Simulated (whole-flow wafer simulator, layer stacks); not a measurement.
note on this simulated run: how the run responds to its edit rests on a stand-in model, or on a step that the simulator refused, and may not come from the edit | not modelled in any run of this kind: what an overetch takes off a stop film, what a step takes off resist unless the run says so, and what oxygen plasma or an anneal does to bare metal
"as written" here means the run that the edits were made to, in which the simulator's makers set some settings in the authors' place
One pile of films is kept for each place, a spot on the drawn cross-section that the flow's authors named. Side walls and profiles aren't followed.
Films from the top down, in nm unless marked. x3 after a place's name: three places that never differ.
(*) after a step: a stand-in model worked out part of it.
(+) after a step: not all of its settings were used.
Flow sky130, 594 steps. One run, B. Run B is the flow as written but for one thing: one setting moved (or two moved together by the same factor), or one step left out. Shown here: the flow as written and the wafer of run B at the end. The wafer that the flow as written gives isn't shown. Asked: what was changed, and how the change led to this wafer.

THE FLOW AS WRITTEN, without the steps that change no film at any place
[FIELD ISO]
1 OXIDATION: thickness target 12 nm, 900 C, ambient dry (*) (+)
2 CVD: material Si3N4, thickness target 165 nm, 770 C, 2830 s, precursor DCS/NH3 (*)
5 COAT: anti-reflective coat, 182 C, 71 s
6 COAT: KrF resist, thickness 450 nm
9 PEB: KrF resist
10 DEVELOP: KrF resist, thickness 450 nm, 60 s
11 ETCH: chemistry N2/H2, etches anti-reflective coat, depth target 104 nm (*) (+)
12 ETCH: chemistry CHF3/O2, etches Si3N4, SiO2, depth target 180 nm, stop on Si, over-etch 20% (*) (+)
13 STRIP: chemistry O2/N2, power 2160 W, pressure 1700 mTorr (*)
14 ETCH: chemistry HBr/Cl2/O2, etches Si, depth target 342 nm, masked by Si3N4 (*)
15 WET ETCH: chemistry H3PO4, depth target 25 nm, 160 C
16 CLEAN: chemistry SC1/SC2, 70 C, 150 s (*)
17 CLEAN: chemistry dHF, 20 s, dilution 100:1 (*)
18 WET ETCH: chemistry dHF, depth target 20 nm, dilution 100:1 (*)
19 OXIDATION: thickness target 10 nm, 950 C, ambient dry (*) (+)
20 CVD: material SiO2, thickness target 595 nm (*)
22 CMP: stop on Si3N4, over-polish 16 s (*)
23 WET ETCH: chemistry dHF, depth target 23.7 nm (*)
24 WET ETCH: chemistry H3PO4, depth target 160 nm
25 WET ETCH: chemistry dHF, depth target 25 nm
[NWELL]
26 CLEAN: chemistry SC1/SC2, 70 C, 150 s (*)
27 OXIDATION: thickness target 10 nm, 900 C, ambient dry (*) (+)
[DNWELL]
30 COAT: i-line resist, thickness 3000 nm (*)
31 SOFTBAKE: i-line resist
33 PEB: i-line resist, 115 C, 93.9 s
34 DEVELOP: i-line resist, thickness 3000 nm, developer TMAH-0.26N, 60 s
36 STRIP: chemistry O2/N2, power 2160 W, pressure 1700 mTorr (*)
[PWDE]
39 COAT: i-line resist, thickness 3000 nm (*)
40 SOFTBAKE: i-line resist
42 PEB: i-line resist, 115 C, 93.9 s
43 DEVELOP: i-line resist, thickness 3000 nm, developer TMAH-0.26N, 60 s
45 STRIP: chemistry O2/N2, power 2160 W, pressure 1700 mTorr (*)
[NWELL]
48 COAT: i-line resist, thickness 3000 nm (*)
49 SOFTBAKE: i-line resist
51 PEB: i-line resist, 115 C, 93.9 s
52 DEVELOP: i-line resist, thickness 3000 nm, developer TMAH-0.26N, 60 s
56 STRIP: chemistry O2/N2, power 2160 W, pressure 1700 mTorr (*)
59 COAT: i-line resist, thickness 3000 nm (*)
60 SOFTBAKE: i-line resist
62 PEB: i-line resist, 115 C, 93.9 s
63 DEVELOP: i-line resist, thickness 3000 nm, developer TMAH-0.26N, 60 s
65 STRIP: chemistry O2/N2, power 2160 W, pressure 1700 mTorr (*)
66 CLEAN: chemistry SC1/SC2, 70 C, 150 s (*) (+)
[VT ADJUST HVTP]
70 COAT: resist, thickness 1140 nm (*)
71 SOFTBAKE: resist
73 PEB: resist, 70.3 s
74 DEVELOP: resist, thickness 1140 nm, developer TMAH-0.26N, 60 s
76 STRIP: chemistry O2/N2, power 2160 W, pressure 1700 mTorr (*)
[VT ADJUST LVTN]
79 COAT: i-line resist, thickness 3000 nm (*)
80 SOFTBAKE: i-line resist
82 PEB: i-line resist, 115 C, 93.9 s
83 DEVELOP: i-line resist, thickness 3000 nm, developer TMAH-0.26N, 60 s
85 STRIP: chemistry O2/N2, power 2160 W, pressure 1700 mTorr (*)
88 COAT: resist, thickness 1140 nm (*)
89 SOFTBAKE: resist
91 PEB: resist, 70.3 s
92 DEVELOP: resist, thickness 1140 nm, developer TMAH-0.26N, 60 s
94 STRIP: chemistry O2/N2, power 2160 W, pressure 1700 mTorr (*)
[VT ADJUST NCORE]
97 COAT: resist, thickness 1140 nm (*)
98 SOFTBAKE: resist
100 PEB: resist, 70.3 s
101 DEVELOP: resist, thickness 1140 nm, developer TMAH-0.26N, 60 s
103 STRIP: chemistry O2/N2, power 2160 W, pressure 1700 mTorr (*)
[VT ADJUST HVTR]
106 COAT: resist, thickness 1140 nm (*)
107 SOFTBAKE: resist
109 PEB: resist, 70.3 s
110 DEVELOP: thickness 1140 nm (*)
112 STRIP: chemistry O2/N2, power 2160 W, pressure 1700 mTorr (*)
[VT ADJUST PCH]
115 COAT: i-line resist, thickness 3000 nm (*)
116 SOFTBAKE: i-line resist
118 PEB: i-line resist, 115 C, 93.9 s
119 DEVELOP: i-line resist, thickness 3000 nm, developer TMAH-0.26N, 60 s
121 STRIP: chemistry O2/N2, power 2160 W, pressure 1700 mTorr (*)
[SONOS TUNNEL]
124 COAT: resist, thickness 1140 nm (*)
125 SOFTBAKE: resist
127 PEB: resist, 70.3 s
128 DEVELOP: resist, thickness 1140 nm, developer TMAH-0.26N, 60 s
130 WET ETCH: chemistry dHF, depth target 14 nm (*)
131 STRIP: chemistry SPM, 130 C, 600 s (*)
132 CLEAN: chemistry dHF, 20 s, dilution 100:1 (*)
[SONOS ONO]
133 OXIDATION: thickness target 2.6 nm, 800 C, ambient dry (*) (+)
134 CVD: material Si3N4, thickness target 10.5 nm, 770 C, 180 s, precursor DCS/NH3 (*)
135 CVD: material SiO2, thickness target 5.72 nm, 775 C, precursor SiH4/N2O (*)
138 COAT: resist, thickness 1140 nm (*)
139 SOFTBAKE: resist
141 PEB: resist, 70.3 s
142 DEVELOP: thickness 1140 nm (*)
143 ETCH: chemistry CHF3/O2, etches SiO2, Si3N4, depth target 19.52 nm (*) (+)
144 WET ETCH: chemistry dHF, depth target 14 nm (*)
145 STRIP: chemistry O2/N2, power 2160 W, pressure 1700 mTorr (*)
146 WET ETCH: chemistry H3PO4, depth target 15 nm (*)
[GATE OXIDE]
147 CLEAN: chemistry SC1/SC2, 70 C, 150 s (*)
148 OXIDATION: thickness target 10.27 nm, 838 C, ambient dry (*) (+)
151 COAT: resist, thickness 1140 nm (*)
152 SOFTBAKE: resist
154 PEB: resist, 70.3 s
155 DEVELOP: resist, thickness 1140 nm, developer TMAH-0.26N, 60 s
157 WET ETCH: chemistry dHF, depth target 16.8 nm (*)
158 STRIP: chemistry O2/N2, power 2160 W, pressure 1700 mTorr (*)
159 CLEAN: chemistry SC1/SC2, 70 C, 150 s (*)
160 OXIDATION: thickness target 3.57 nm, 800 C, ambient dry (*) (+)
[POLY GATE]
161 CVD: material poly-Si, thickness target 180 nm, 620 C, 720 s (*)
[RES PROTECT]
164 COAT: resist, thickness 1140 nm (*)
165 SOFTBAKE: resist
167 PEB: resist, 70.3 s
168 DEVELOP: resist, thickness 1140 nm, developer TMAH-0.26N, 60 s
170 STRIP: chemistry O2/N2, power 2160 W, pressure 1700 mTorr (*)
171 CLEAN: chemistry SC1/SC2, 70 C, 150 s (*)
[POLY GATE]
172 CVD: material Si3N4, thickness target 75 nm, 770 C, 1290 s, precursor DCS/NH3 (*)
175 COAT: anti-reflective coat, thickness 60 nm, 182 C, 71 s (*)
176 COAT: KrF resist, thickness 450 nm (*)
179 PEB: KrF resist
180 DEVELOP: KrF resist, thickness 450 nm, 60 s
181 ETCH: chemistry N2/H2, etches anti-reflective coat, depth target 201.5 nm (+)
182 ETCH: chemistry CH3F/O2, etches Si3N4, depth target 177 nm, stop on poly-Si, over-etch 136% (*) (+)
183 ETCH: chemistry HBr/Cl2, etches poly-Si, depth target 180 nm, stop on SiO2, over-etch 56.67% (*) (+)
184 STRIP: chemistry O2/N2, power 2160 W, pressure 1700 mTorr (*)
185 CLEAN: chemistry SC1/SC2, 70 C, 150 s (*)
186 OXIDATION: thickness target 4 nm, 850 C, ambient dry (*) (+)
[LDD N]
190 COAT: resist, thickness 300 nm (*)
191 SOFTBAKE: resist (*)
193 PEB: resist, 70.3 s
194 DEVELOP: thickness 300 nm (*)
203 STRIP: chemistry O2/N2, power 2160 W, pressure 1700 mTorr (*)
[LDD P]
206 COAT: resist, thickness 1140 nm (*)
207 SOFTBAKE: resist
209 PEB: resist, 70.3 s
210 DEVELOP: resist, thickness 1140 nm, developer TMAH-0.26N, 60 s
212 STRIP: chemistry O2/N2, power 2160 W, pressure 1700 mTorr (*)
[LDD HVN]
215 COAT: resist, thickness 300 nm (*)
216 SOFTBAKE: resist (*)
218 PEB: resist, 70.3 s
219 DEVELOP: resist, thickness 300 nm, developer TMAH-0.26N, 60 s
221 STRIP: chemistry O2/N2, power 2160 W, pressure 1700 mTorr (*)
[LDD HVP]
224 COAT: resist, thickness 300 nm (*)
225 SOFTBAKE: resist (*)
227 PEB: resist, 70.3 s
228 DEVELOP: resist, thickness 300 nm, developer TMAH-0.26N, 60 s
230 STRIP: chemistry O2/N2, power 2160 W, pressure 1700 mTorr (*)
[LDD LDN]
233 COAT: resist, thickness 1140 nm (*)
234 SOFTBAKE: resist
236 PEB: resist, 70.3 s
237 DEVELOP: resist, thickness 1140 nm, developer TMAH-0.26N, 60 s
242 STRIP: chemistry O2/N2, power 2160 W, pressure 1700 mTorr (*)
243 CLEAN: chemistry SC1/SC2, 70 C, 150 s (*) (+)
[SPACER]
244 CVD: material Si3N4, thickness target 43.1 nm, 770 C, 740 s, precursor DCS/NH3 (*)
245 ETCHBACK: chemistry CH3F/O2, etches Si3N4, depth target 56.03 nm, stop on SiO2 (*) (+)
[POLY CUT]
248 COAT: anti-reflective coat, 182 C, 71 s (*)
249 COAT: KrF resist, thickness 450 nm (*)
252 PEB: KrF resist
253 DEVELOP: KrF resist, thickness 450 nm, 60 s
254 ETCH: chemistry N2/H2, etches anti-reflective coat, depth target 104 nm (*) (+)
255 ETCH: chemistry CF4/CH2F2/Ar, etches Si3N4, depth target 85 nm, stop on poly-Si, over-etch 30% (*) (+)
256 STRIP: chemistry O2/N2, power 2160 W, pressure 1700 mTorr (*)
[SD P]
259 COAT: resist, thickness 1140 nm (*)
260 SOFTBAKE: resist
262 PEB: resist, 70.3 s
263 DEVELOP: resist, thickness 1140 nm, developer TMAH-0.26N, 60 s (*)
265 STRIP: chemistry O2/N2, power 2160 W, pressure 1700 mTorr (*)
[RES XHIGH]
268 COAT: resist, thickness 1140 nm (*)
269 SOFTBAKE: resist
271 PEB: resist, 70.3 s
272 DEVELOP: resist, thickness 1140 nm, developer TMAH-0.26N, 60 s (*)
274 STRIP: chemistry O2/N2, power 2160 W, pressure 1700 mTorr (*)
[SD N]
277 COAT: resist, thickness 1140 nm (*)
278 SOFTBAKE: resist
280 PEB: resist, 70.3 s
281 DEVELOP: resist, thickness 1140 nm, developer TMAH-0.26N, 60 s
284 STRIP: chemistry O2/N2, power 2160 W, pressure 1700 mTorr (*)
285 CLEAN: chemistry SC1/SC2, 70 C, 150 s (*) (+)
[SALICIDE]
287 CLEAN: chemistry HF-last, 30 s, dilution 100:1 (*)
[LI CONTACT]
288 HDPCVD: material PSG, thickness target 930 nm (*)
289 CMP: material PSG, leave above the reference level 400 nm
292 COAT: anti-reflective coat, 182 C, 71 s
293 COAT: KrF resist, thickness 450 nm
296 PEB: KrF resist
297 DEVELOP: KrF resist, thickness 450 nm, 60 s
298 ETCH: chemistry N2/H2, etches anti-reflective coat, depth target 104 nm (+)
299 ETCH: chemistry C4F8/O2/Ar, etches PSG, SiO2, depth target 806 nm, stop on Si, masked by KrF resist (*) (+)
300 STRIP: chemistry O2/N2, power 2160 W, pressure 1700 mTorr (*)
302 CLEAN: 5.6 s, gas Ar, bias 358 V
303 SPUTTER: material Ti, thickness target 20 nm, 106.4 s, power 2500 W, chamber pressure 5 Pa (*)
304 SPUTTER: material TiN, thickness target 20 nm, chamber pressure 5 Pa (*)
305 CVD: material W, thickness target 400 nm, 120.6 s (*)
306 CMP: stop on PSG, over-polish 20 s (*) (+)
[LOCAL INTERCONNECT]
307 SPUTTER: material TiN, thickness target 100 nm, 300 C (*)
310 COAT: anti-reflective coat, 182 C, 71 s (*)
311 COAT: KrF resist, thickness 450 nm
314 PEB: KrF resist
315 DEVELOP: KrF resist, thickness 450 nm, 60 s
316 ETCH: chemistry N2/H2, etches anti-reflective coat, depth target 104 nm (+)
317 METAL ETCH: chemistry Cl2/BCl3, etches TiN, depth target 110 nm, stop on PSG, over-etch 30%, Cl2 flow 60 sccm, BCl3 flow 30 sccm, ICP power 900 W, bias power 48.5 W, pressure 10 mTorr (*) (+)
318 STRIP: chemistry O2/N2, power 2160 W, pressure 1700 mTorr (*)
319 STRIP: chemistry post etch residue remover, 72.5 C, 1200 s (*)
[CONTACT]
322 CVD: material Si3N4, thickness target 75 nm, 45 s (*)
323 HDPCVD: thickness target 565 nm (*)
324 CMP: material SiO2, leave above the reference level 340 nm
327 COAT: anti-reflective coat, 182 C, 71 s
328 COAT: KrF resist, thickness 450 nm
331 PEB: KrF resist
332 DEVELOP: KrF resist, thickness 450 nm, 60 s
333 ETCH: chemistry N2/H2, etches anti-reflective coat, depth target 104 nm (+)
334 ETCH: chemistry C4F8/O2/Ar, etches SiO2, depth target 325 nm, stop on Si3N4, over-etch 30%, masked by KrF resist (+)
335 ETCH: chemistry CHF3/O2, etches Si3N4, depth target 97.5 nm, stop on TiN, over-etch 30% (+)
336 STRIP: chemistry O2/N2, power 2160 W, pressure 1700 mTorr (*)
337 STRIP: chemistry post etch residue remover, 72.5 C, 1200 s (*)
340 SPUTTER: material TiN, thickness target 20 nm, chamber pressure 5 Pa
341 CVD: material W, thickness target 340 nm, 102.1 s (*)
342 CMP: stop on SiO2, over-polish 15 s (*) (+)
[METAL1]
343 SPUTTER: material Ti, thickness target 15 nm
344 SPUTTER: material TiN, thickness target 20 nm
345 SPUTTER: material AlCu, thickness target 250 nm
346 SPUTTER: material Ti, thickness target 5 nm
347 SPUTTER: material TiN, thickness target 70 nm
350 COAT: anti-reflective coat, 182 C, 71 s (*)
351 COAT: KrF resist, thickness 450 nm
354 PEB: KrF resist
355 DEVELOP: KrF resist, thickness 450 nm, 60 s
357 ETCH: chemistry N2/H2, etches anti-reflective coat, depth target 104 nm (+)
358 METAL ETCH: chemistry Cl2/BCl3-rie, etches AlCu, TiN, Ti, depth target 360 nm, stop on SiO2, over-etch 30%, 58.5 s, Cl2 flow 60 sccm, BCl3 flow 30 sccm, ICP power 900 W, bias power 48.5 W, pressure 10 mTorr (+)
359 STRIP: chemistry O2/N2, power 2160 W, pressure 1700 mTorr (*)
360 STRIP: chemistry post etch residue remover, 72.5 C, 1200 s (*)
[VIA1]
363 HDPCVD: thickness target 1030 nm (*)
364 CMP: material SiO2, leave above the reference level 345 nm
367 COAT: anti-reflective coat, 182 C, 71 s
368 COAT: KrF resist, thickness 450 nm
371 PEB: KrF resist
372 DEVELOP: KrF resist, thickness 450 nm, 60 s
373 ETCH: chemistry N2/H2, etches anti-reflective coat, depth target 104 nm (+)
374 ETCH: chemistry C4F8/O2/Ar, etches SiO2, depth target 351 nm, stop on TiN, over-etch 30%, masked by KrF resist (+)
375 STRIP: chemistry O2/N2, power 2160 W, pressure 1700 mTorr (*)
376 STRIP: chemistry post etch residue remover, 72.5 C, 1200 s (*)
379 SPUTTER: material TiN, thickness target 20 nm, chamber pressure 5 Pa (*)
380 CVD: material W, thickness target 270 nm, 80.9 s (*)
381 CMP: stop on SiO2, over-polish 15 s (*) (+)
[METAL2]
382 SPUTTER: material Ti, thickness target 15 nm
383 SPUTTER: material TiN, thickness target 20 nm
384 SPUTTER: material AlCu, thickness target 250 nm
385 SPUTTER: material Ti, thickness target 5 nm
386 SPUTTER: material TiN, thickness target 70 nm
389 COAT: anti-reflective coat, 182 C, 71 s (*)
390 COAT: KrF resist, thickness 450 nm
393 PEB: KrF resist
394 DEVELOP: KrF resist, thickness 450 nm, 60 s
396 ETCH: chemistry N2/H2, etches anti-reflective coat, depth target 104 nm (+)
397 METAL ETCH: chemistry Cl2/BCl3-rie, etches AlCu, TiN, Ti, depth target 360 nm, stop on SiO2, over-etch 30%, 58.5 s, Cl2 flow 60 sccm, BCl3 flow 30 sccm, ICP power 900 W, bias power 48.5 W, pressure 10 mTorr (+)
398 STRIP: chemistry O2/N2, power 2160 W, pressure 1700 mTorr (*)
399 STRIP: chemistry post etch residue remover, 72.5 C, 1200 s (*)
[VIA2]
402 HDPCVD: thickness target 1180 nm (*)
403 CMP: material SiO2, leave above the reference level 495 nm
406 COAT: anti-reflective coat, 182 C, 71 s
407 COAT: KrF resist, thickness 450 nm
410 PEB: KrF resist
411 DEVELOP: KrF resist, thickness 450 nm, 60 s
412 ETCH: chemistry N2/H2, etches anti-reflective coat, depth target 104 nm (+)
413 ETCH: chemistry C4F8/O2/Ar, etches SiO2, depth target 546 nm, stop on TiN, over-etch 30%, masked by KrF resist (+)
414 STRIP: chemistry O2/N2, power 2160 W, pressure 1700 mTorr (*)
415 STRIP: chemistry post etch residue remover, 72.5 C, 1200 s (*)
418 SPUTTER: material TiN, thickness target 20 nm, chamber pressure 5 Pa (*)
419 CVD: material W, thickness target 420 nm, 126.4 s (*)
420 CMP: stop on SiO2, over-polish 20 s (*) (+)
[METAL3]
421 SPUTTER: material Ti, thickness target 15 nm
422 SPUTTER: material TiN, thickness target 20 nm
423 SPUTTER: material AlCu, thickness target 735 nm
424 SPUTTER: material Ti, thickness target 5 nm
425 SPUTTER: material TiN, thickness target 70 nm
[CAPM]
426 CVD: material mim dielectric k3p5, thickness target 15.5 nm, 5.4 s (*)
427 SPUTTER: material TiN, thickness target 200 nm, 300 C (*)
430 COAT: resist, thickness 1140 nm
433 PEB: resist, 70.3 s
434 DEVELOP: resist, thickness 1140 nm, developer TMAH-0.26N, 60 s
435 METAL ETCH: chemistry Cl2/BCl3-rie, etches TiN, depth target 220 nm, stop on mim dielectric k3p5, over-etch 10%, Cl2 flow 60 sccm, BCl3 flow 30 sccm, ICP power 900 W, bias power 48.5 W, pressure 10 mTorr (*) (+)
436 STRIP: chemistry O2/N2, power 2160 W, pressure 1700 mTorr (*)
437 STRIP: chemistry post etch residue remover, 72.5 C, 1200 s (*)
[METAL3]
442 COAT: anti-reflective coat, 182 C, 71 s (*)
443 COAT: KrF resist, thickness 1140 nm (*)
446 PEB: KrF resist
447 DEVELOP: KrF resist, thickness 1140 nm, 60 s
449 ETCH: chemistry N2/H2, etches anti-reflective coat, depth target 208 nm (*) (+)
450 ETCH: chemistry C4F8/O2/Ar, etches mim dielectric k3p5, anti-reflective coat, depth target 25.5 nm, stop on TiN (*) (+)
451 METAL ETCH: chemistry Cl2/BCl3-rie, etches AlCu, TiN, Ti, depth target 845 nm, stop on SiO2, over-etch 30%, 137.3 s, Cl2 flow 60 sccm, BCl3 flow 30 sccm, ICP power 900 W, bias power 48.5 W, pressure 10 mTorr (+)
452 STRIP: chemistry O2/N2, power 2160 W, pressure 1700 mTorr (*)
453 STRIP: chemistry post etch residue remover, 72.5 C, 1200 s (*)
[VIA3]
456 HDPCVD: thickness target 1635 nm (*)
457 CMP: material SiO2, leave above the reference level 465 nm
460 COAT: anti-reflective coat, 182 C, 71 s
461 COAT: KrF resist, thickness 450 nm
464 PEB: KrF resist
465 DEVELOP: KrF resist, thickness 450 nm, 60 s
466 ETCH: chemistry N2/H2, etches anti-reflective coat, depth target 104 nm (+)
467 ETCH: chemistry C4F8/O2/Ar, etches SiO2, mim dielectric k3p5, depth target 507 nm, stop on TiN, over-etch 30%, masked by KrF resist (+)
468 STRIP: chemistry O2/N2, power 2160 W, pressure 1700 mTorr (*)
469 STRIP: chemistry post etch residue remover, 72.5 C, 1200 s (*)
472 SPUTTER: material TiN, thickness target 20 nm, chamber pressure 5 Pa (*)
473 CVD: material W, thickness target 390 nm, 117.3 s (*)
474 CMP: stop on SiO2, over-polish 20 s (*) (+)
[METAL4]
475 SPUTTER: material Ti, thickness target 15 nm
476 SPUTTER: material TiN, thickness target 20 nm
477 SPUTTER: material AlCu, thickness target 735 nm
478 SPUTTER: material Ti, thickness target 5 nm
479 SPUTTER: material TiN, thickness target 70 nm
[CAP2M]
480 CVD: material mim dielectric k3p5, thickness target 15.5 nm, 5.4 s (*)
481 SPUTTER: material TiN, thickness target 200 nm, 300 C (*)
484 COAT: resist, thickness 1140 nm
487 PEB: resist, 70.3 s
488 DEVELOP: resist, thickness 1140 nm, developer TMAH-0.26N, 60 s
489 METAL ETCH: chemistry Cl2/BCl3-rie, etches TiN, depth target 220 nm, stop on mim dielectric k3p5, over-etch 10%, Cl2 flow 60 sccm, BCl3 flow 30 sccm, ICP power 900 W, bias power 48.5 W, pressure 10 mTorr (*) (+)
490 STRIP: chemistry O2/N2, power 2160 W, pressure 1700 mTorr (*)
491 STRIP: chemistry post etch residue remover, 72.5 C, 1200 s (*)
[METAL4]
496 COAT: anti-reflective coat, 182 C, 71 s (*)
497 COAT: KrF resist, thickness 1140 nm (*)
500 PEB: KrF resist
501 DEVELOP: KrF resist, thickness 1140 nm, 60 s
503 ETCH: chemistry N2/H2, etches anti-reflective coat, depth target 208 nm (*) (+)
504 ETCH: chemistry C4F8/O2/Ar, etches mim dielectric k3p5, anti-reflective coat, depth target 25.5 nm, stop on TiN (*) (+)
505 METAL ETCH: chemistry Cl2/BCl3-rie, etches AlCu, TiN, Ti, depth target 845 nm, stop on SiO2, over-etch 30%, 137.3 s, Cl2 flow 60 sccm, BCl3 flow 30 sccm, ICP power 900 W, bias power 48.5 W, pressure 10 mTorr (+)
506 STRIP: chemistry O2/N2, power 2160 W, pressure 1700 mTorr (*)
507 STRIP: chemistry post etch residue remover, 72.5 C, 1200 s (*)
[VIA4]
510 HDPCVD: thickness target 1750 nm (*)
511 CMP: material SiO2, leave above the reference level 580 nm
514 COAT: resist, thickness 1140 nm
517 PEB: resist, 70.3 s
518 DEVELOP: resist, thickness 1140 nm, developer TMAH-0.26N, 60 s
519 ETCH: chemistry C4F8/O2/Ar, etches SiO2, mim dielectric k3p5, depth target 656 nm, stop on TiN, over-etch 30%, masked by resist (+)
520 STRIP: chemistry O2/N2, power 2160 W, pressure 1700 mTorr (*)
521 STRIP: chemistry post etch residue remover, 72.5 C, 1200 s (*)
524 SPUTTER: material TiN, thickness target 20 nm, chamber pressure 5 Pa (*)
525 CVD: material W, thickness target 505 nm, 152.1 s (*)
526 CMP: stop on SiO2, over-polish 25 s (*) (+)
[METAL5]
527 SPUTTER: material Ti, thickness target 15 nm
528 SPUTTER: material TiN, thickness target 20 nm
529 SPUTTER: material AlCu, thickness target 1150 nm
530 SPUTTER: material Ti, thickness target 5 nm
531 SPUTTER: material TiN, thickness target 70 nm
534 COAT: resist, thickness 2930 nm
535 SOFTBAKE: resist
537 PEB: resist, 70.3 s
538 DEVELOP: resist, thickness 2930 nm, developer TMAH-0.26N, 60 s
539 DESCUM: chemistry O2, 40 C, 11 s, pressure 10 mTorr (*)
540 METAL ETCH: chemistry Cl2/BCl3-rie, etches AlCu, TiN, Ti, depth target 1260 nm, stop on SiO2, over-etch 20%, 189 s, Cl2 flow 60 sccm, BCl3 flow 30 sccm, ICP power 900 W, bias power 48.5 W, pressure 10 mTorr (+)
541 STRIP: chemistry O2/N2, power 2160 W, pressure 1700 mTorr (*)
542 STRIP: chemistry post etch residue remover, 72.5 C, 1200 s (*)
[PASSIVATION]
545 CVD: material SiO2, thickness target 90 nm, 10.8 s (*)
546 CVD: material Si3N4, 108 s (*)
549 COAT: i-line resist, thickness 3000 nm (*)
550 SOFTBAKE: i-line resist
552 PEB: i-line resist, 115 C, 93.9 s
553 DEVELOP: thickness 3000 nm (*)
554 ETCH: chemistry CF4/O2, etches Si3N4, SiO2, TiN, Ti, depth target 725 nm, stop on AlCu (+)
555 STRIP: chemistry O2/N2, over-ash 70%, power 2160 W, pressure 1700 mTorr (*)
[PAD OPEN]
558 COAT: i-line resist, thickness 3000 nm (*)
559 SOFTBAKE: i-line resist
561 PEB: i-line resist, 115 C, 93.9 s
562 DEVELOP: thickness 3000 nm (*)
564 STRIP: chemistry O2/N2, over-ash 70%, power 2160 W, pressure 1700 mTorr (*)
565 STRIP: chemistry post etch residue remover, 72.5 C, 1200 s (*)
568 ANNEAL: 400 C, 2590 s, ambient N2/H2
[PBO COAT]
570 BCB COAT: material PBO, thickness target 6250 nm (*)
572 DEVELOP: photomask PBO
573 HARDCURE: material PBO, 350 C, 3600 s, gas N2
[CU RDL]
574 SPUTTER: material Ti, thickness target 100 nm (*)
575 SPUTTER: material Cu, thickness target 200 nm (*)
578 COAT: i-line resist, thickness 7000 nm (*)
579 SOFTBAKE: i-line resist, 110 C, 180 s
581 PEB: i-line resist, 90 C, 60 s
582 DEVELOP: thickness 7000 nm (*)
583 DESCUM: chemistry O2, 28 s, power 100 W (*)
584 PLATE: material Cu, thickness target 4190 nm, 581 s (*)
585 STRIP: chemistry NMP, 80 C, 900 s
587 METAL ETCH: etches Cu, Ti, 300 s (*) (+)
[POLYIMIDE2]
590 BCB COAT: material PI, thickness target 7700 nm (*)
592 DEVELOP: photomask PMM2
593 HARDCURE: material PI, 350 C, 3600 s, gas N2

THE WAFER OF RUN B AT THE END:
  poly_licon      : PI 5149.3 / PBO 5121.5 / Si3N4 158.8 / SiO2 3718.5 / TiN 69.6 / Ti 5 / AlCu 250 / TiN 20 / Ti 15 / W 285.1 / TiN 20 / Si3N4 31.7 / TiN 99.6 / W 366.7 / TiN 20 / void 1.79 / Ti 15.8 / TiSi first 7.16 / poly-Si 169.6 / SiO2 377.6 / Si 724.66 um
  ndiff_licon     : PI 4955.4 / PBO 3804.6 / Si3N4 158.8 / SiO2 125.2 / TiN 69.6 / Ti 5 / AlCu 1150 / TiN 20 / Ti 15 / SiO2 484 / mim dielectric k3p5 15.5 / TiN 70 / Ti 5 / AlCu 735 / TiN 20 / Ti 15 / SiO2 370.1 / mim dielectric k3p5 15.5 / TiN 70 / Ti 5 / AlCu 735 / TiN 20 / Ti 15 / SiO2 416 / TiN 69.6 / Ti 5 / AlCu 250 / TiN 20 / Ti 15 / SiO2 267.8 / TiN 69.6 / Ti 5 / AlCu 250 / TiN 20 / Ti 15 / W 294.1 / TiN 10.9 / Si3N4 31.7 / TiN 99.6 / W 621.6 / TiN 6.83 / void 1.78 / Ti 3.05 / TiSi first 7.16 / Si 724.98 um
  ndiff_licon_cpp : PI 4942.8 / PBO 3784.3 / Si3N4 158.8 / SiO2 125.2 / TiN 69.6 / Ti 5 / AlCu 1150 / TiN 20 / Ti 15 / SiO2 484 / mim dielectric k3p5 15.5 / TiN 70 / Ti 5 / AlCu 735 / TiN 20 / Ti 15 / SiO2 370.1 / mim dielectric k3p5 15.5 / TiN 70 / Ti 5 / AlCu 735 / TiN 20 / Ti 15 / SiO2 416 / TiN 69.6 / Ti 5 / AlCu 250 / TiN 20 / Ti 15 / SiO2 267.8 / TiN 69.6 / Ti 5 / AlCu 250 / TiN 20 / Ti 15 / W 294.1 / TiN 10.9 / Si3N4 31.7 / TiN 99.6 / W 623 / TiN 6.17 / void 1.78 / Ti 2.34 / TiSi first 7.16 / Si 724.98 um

The cause: step 335, ETCH: depth target 42.9 nm was run, where the flow has depth target 97.5 nm.

How the change led to this, step by step:
  335 ETCH: chemistry CHF3/O2, etches Si3N4, depth target 97.5 nm, stop on TiN, over-etch 30% (+)
      poly_licon, ndiff_licon, ndiff_licon_cpp, rpo_hd_licon: Si3N4 -42.9 (as written it would be: Si3N4 -75 (all of it))
      field, active, n_well and 184 more: KrF resist -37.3 (as written it would be: KrF resist -84.8)
  336 STRIP: chemistry O2/N2, power 2160 W, pressure 1700 mTorr (*)
      field, active, n_well and 184 more: KrF resist -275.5 (all of it), anti-reflective coat -80 (all of it) (as written it would be: KrF resist -228 (all of it), anti-reflective coat -80 (all of it))
  340 SPUTTER: material TiN, thickness target 20 nm, chamber pressure 5 Pa
      ndiff_licon, ndiff_licon_cpp, rpo_hd_licon: TiN +10.9 (new film) (as written it would be: TiN +10.4)
      poly_licon: TiN +20 (new film) (as written it would be: TiN +20)
  341 CVD: material W, thickness target 340 nm, 102.1 s (*)
      ndiff_licon, ndiff_licon_cpp, rpo_hd_licon: W +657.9 (new film) (as written it would be: W +690.5 (new film))
  342 CMP: stop on SiO2, over-polish 15 s (*) (+)
      poly_licon: W -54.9 (as written it would be: W -22.8)
Counting metal films that touch as one body, poly_licon has 3 bodies (between them, from the top down: Si3N4 31.7; void 1.79); the flow as written gives 2 bodies (between them, from the top down: void 1.79).
Counting metal films that touch as one body, ndiff_licon has 7 bodies (between them, from the top down: SiO2 484 / mim dielectric k3p5 15.5; SiO2 370.1 / mim dielectric k3p5 15.5; SiO2 416; SiO2 267.8; Si3N4 31.7; void 1.78); the flow as written gives 6 bodies (between them, from the top down: SiO2 484 / mim dielectric k3p5 15.5; SiO2 370.1 / mim dielectric k3p5 15.5; SiO2 416; SiO2 267.8; void 1.78).
Counting metal films that touch as one body, ndiff_licon_cpp has 7 bodies (between them, from the top down: SiO2 484 / mim dielectric k3p5 15.5; SiO2 370.1 / mim dielectric k3p5 15.5; SiO2 416; SiO2 267.8; Si3N4 31.7; void 1.78); the flow as written gives 6 bodies (between them, from the top down: SiO2 484 / mim dielectric k3p5 15.5; SiO2 370.1 / mim dielectric k3p5 15.5; SiO2 416; SiO2 267.8; void 1.78).
